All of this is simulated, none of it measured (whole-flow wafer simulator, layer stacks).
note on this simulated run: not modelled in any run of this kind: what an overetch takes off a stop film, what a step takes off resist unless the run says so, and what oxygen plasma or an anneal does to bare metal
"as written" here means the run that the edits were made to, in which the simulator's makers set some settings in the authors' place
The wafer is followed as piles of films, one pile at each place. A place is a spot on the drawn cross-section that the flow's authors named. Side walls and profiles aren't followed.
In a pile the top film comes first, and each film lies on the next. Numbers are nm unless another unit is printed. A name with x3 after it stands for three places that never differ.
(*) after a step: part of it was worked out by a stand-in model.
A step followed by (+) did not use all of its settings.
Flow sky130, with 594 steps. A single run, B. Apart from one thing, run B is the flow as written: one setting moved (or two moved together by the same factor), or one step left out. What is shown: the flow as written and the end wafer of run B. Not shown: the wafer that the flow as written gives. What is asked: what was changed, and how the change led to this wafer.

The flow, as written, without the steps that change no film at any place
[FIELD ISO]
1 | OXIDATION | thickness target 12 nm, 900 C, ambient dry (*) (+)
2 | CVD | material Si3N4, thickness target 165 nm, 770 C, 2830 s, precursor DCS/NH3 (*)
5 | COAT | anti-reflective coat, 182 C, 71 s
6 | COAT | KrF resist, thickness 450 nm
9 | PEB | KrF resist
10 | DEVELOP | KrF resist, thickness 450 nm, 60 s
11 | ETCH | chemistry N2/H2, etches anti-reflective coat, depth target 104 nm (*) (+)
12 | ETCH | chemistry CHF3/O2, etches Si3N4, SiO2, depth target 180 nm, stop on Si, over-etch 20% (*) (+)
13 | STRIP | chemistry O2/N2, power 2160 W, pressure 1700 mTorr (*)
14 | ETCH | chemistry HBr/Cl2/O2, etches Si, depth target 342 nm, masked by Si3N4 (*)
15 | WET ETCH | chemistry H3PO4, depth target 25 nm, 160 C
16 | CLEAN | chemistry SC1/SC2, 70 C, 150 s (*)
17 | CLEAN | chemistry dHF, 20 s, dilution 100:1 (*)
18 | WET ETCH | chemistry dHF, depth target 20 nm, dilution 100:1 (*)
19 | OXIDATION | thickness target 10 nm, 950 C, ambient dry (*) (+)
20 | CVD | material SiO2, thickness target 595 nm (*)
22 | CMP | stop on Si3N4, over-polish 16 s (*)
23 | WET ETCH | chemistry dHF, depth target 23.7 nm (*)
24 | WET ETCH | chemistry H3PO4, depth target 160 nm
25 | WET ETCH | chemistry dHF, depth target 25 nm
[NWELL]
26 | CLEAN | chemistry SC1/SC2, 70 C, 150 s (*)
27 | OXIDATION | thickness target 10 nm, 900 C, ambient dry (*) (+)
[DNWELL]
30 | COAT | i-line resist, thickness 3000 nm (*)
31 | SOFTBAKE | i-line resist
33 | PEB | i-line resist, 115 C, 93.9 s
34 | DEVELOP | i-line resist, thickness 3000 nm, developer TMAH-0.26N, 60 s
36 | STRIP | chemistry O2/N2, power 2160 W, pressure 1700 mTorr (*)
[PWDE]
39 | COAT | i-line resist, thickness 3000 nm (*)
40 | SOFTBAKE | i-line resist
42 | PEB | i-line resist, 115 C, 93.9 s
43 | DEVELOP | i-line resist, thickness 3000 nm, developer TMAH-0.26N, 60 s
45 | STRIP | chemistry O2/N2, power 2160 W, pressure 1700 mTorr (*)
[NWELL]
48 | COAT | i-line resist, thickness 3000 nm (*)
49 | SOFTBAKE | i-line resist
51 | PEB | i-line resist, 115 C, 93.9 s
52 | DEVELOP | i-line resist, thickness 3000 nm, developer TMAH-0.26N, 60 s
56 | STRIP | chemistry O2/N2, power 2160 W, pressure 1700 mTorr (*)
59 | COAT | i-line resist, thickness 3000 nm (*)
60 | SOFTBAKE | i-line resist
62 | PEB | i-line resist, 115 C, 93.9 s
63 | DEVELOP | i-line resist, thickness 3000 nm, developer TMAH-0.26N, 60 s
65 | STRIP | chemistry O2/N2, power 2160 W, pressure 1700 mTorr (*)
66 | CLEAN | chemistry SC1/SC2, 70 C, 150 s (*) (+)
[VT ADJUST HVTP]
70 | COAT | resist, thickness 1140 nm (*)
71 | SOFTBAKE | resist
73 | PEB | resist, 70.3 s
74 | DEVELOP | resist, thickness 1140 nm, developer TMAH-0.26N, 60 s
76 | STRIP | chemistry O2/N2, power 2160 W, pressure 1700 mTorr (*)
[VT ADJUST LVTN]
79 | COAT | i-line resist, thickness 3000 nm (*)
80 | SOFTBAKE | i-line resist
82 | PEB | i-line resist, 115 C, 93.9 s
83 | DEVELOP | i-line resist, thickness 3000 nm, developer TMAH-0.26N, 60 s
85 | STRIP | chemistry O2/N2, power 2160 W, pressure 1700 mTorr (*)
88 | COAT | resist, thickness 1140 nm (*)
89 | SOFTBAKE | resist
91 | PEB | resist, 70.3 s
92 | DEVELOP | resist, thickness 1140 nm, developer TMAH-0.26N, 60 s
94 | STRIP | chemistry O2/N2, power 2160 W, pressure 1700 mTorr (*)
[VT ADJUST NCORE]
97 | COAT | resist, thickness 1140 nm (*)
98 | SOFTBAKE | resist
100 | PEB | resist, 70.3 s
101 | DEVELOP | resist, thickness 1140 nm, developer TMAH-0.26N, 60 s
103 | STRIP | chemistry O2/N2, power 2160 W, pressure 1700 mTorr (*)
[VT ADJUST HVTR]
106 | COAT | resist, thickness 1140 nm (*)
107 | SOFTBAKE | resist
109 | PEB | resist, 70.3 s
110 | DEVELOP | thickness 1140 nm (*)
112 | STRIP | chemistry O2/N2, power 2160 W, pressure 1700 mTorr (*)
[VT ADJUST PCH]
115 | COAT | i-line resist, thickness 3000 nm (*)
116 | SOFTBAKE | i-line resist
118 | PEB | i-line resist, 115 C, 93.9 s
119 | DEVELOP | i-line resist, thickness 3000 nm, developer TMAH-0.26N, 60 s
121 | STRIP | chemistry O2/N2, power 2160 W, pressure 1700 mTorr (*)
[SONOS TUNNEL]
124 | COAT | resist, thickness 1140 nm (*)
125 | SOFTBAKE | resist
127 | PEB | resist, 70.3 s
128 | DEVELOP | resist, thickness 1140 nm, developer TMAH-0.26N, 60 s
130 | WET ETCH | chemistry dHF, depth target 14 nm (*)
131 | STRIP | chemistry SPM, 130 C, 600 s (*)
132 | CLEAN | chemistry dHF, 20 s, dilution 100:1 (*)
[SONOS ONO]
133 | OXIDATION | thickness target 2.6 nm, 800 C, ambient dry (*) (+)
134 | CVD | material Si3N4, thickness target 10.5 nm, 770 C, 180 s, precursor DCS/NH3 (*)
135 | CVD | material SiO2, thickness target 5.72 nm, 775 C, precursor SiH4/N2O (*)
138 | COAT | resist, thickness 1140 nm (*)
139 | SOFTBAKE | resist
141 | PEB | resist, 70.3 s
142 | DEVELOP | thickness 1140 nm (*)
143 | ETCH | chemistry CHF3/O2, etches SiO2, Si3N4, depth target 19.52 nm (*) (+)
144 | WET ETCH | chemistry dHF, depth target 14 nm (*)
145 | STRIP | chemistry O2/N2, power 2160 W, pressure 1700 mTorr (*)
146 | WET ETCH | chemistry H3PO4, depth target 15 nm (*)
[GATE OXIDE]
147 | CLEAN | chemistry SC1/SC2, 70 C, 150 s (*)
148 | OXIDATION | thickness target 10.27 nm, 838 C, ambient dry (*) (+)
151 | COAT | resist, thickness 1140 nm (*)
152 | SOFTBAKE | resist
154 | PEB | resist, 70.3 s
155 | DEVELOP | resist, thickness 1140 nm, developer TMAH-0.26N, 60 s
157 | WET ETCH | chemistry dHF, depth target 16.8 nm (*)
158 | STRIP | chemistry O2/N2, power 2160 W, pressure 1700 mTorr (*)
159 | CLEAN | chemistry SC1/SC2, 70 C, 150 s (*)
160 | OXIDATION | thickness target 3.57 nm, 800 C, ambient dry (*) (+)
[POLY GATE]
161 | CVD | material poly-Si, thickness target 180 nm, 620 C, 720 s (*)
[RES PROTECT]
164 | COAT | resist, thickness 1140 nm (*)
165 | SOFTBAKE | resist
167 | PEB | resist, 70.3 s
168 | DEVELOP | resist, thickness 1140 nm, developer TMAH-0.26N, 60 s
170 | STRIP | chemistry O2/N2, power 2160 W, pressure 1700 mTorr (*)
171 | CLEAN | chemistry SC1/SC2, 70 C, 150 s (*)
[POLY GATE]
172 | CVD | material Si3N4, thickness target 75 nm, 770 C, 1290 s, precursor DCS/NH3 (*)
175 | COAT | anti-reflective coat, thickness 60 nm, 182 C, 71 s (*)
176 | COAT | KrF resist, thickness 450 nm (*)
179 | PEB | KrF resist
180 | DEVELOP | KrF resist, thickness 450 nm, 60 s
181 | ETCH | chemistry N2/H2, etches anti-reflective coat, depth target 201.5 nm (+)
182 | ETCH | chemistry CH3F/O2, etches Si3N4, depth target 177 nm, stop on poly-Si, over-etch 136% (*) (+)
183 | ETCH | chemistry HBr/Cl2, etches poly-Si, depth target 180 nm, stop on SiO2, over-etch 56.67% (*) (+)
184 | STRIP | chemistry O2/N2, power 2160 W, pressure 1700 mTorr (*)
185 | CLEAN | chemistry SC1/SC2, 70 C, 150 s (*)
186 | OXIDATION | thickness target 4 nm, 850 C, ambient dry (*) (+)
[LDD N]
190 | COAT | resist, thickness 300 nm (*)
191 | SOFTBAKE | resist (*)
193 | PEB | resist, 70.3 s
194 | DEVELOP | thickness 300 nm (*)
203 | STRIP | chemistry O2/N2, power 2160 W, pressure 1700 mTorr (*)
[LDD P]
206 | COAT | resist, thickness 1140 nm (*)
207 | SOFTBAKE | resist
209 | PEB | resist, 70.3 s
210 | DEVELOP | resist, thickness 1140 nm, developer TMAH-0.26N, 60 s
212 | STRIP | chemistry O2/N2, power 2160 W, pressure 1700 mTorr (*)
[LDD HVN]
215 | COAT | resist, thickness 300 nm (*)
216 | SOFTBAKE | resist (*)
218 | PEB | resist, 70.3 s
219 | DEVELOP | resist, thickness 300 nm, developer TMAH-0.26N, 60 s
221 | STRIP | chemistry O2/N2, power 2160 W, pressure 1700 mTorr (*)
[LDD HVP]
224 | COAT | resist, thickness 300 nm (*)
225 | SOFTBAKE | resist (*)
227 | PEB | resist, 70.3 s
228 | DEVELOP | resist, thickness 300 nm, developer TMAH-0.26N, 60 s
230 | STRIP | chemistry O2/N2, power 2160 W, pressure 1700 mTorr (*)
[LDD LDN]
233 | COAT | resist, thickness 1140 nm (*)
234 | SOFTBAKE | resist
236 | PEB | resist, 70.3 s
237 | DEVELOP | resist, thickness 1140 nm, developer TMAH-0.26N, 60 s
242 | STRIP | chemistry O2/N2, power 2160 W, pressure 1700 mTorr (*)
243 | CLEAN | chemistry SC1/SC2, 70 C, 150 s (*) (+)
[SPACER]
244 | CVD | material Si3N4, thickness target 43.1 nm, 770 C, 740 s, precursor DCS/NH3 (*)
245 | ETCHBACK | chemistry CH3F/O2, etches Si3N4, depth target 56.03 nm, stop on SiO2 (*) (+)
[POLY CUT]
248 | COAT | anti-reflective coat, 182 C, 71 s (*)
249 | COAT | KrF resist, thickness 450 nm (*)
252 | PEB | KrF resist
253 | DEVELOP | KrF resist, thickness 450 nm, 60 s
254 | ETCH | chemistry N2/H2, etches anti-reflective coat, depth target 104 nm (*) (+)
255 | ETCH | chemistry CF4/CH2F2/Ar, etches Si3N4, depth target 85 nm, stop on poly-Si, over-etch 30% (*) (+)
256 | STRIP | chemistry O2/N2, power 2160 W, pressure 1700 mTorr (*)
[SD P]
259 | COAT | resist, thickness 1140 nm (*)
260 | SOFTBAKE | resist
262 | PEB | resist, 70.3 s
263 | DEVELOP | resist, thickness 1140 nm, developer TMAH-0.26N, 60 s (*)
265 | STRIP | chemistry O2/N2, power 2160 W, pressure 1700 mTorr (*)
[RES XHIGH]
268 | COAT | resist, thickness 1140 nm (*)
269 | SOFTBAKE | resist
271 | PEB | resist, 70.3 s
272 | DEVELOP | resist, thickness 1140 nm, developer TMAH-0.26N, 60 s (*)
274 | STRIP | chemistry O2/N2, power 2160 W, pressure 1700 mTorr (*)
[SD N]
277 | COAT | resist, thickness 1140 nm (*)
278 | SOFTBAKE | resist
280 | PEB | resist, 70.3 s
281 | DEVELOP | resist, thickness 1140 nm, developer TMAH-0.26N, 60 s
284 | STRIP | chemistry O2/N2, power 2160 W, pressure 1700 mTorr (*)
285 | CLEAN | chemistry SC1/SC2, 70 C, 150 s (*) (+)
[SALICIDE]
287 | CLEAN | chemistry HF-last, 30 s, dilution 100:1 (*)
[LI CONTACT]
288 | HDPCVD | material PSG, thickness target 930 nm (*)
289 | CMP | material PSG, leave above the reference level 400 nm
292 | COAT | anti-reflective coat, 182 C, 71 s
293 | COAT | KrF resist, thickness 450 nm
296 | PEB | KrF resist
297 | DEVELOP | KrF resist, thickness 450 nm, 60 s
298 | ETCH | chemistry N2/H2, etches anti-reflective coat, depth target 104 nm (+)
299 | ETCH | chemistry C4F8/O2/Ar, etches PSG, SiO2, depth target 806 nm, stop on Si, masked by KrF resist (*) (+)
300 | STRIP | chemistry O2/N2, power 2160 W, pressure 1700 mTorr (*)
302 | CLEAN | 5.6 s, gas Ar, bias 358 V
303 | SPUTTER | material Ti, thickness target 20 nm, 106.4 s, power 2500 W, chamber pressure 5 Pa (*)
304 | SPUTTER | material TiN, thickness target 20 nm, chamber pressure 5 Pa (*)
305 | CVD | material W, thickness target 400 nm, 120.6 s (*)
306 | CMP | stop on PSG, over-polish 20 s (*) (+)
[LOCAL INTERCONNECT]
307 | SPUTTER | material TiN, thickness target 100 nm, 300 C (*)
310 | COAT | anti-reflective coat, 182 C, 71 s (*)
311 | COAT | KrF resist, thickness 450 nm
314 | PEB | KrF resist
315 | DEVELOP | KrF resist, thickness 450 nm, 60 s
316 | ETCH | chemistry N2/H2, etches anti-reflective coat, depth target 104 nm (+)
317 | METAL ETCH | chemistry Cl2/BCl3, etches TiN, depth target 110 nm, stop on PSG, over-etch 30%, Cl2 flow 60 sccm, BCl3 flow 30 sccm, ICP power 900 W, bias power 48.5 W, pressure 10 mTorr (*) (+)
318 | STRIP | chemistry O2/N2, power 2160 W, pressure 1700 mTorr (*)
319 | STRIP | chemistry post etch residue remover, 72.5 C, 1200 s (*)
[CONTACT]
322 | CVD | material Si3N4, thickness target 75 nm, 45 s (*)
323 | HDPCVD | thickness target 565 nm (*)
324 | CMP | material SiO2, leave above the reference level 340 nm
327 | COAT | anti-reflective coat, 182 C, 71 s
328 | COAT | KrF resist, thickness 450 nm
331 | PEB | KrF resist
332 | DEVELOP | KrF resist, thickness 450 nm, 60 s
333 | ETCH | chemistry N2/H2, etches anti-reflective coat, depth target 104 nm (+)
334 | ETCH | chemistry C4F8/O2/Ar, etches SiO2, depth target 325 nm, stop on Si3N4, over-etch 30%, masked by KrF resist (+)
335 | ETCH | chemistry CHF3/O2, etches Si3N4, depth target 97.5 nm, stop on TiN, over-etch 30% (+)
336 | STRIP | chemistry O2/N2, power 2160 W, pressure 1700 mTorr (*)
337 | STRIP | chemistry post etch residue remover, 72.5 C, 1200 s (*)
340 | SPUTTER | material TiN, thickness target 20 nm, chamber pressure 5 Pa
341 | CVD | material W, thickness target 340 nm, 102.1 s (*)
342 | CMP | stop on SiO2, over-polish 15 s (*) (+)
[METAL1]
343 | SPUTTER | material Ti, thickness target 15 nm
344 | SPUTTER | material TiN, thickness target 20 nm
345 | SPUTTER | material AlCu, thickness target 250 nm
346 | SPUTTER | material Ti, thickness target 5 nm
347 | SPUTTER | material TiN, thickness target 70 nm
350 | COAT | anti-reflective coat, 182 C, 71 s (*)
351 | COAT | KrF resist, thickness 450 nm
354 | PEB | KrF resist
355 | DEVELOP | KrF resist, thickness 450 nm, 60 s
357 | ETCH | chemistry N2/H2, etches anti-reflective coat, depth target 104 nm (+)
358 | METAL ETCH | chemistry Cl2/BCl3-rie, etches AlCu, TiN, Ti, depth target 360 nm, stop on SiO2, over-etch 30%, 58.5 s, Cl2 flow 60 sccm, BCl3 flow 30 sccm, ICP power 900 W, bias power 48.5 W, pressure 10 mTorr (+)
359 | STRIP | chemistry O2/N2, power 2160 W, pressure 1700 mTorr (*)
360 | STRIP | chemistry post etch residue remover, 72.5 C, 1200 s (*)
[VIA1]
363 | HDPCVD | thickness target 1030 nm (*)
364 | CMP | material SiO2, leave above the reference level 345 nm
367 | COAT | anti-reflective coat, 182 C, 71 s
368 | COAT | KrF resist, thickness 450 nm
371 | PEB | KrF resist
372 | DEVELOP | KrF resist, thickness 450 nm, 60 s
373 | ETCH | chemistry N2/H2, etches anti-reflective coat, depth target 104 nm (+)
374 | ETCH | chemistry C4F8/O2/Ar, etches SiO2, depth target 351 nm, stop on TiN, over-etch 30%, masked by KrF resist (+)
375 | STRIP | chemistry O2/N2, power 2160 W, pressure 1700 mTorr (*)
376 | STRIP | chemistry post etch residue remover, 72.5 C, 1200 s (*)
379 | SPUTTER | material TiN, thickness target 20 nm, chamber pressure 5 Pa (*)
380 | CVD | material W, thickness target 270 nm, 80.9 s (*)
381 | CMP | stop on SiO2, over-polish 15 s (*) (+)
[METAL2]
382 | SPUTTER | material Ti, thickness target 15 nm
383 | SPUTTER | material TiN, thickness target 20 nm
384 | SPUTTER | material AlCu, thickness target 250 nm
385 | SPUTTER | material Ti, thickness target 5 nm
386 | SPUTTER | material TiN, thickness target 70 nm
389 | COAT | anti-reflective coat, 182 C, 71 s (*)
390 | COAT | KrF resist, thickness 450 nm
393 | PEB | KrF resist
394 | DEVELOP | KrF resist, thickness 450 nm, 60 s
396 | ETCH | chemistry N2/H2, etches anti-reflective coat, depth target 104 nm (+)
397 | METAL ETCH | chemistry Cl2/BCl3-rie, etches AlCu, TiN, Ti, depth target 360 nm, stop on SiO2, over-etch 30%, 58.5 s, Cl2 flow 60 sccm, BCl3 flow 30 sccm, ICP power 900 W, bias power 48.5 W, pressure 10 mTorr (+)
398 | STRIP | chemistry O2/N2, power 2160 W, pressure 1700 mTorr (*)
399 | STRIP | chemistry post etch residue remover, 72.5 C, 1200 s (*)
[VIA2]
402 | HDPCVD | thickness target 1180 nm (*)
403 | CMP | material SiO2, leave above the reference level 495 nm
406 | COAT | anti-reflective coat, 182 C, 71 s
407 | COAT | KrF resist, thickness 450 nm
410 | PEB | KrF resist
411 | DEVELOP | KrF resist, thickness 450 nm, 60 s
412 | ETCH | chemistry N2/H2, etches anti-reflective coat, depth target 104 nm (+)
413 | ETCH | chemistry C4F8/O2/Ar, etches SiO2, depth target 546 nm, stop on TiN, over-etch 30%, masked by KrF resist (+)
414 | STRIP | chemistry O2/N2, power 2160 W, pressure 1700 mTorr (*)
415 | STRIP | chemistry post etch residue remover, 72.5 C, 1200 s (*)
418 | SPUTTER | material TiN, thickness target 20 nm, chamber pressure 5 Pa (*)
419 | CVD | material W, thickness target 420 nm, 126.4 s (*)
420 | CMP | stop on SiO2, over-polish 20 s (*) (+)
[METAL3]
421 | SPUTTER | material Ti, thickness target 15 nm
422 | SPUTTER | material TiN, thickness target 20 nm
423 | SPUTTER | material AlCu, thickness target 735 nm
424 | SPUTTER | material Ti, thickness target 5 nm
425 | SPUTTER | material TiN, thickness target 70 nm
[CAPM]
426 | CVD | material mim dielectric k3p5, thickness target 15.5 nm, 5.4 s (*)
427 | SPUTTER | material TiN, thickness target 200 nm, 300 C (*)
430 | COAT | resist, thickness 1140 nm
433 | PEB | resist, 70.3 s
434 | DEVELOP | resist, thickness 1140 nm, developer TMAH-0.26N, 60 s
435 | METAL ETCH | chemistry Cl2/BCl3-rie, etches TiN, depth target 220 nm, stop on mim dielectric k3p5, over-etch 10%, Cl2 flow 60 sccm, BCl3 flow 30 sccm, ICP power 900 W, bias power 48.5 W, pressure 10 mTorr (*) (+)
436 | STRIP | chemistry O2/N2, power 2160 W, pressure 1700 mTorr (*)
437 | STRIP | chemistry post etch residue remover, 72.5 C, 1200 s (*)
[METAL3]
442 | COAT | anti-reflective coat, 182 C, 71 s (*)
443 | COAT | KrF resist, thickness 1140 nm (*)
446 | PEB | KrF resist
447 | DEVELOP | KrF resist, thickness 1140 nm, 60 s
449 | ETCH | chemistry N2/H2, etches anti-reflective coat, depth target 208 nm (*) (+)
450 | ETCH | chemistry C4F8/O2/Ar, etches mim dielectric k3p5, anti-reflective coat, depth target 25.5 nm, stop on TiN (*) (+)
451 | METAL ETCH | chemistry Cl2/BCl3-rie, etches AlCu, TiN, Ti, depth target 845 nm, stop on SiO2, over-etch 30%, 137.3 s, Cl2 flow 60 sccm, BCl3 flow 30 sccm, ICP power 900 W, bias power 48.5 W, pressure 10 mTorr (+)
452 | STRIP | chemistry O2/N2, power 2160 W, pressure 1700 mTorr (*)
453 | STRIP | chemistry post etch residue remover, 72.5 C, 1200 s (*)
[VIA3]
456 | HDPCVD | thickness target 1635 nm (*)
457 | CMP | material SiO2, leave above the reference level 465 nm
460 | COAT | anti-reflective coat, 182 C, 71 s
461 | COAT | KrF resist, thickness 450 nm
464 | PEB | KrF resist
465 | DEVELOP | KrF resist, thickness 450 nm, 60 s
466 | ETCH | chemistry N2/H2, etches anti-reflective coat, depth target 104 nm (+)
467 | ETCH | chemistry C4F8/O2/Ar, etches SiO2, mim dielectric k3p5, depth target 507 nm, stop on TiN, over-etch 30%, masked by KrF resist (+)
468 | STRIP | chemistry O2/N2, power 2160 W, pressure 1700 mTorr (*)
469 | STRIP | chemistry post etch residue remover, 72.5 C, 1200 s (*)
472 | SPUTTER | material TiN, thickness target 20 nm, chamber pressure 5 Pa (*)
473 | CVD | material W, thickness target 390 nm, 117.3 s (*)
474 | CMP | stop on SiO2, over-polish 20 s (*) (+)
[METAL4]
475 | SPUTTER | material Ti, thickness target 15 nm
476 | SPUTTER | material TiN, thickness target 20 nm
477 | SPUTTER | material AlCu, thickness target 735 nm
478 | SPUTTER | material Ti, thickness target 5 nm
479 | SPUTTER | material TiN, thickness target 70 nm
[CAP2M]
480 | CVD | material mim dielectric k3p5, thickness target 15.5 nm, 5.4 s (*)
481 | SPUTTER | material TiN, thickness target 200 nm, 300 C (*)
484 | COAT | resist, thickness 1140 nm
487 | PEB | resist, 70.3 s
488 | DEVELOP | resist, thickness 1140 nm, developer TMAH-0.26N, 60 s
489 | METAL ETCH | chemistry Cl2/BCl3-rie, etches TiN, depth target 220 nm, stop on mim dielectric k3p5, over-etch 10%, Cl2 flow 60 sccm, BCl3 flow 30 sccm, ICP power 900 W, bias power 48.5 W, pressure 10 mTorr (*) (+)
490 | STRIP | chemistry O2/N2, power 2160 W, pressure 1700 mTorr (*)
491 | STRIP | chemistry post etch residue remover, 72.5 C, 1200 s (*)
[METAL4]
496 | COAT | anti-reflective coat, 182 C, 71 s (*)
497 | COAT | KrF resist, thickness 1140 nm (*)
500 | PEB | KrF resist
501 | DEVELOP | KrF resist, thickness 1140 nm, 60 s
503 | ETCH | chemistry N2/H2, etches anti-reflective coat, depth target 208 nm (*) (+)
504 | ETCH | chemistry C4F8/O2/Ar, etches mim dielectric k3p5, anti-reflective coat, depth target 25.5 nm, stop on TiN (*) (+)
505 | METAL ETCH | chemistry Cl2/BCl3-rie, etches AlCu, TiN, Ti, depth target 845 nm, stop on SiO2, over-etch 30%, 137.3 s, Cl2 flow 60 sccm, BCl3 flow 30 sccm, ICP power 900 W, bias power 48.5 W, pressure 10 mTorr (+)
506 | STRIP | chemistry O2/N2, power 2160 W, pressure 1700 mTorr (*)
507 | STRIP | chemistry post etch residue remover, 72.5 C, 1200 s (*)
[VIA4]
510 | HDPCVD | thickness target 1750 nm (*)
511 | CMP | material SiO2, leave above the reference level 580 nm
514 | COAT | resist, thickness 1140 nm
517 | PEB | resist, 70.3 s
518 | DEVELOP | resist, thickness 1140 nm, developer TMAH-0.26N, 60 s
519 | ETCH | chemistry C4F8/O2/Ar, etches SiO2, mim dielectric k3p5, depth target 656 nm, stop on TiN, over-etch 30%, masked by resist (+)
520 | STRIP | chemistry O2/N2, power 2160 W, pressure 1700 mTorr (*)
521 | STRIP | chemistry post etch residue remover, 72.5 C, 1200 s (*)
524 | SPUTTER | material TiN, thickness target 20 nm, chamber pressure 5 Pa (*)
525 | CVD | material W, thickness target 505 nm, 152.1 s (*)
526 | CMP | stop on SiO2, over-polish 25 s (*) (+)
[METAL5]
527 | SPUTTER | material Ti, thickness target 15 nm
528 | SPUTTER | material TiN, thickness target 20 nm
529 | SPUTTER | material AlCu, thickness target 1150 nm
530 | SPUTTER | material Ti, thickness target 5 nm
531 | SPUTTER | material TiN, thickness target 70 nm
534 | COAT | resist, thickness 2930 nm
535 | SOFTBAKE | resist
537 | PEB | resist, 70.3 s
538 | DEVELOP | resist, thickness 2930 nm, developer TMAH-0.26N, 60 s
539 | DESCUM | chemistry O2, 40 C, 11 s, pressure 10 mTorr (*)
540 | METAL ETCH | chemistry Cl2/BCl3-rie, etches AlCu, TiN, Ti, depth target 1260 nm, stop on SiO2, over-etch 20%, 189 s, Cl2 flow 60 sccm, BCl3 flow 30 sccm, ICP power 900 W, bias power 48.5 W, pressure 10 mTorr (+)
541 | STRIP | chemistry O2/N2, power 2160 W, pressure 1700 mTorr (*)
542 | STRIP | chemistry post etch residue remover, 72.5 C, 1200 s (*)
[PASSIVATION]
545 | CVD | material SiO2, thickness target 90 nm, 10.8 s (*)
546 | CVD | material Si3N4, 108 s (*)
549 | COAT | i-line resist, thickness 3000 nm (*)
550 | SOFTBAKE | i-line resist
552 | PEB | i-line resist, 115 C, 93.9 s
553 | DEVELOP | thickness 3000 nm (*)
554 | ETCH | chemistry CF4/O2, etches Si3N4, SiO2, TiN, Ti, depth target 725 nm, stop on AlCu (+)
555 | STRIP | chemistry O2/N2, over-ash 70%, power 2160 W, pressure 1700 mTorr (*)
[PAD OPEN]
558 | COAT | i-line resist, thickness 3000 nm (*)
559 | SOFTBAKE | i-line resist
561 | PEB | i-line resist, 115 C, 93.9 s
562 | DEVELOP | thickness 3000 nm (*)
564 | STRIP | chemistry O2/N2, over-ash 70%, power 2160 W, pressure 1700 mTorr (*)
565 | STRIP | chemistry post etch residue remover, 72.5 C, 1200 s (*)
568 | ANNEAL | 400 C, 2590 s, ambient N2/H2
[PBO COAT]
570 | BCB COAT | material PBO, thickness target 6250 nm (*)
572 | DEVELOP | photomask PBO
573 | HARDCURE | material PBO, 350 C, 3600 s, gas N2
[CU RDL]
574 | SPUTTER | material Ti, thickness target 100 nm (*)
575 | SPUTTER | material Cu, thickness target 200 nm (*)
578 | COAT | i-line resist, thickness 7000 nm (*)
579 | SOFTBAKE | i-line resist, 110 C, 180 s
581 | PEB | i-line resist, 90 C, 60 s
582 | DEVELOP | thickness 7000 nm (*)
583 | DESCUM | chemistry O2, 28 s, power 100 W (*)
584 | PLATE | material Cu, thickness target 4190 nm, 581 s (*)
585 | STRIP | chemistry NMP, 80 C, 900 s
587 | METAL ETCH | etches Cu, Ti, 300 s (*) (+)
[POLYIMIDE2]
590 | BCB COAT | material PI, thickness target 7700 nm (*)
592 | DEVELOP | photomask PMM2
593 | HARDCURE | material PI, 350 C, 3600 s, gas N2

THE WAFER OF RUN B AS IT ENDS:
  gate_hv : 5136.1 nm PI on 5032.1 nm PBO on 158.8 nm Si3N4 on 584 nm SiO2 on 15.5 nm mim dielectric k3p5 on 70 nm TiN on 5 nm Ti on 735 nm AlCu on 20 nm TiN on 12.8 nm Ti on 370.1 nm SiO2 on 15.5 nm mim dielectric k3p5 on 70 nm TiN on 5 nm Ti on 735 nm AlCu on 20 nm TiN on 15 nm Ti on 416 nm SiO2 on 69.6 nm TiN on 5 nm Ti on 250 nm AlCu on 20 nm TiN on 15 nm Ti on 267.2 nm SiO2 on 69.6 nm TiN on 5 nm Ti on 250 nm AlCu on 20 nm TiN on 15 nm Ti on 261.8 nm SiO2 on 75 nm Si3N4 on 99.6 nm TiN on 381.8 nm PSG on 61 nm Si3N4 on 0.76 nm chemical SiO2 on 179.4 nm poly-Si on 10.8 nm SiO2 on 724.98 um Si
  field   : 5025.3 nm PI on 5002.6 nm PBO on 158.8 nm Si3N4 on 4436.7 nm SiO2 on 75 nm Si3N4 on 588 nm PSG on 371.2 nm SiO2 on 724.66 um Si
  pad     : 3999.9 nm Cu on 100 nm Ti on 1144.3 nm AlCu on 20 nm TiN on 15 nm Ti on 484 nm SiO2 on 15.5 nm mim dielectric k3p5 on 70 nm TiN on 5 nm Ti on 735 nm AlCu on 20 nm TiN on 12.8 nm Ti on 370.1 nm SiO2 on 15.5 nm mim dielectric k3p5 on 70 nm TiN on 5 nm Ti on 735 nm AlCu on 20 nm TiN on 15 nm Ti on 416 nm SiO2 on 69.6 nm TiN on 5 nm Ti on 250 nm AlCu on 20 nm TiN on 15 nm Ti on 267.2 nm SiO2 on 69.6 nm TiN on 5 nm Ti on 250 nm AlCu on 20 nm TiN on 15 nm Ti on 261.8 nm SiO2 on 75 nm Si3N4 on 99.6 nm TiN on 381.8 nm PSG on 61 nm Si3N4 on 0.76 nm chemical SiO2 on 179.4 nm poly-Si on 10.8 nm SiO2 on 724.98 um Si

Cause: step 475, SPUTTER: thickness target 12.8 nm was run, whereas the flow has thickness target 15 nm.
The wafer itself shows it: gate_hv has Ti 12.8, and step 475 as written asks for 15 nm.

The path from the change to this, step by step:
  475 | SPUTTER | material Ti, thickness target 15 nm
      field, active, n_well and 189 more: +12.8 Ti (new film) (as written it would have been: +15 Ti (new film))
  505 | METAL ETCH | chemistry Cl2/BCl3-rie, etches AlCu, TiN, Ti, depth target 845 nm, stop on SiO2, over-etch 30%, 137.3 s, Cl2 flow 60 sccm, BCl3 flow 30 sccm, ICP power 900 W, bias power 48.5 W, pressure 10 mTorr (+)
      field, gate, spacer and 68 more: -70 TiN (all of it), -5 Ti (all of it), -735 AlCu (all of it), -20 TiN (all of it), -12.8 Ti (all of it), -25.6 SiO2 (as written it would have been: -70 TiN (all of it), -5 Ti (all of it), -735 AlCu (all of it), -20 TiN (all of it), -15 Ti (all of it), -25.4 SiO2)
      active, vpp_iso1, mim_edge_plate and 14 more: -70 TiN (all of it), -5 Ti (all of it), -735 AlCu (all of it), -20 TiN (all of it), -12.8 Ti (all of it), -25.6 SiO2 (as written it would have been: -70 TiN (all of it), -5 Ti (all of it), -735 AlCu (all of it), -20 TiN (all of it), -15 Ti (all of it), -25.3 SiO2)
